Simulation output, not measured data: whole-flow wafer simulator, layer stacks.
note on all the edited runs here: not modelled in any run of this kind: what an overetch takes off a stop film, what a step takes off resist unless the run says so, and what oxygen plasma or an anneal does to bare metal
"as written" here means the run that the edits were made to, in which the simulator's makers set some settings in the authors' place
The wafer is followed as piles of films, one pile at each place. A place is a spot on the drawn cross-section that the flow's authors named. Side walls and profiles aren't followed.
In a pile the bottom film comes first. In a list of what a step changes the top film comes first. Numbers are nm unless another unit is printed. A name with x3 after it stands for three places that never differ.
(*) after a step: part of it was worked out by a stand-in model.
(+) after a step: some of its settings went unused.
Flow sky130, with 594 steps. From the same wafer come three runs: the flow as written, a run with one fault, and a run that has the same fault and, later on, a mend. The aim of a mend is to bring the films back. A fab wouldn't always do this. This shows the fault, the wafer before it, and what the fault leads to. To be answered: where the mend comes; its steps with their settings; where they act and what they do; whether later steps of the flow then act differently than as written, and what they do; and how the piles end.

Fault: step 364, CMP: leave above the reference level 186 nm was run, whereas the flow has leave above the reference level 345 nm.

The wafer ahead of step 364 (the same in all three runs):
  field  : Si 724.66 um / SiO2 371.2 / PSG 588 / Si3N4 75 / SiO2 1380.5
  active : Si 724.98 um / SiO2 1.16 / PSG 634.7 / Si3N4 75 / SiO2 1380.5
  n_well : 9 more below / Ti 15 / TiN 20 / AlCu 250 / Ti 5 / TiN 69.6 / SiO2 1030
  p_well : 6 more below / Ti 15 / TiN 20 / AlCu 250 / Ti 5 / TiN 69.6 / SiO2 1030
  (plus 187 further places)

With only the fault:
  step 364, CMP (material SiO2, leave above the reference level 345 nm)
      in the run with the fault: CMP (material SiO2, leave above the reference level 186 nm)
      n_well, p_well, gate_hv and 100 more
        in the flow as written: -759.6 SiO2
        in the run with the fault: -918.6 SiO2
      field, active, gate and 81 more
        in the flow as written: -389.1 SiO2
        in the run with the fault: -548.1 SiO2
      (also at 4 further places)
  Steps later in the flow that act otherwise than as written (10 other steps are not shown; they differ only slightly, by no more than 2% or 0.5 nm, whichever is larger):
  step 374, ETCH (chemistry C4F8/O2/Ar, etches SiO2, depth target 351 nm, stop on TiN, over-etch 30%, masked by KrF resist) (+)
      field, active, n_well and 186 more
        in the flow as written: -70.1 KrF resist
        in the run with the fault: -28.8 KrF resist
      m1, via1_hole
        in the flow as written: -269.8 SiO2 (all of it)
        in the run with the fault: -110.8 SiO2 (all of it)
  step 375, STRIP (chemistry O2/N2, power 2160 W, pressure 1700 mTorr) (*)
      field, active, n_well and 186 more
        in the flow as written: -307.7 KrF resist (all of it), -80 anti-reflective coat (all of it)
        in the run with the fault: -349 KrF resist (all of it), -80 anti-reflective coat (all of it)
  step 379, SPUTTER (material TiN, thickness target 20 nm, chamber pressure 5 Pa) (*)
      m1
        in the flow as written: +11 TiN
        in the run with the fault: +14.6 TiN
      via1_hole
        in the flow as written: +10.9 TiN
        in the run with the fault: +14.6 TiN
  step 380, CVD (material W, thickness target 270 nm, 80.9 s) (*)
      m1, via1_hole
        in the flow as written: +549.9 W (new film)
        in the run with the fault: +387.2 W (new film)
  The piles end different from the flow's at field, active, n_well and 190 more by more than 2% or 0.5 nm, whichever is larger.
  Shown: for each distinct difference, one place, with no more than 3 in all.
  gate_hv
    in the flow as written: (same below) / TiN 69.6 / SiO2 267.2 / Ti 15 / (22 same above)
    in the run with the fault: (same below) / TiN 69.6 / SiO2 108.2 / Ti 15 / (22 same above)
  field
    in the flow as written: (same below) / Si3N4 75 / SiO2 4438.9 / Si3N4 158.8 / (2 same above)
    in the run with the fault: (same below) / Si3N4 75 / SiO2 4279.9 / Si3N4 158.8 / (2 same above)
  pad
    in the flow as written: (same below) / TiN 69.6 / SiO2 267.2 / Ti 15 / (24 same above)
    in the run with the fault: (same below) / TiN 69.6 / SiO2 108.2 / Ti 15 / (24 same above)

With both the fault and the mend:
  After step 364 comes the mend.
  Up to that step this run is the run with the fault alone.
  step 364a, HDPCVD (thickness target 159 nm) (*) (a further turn of the flow's step 363, with different settings)
      field, active, n_well and 188 more
        +159 SiO2
  None of the later steps of the flow differs from how it acts as written, at any place that is followed, by more than 2% or 0.5 nm, whichever is larger.
  By the end, the piles equal the flow's at every place that both follow.
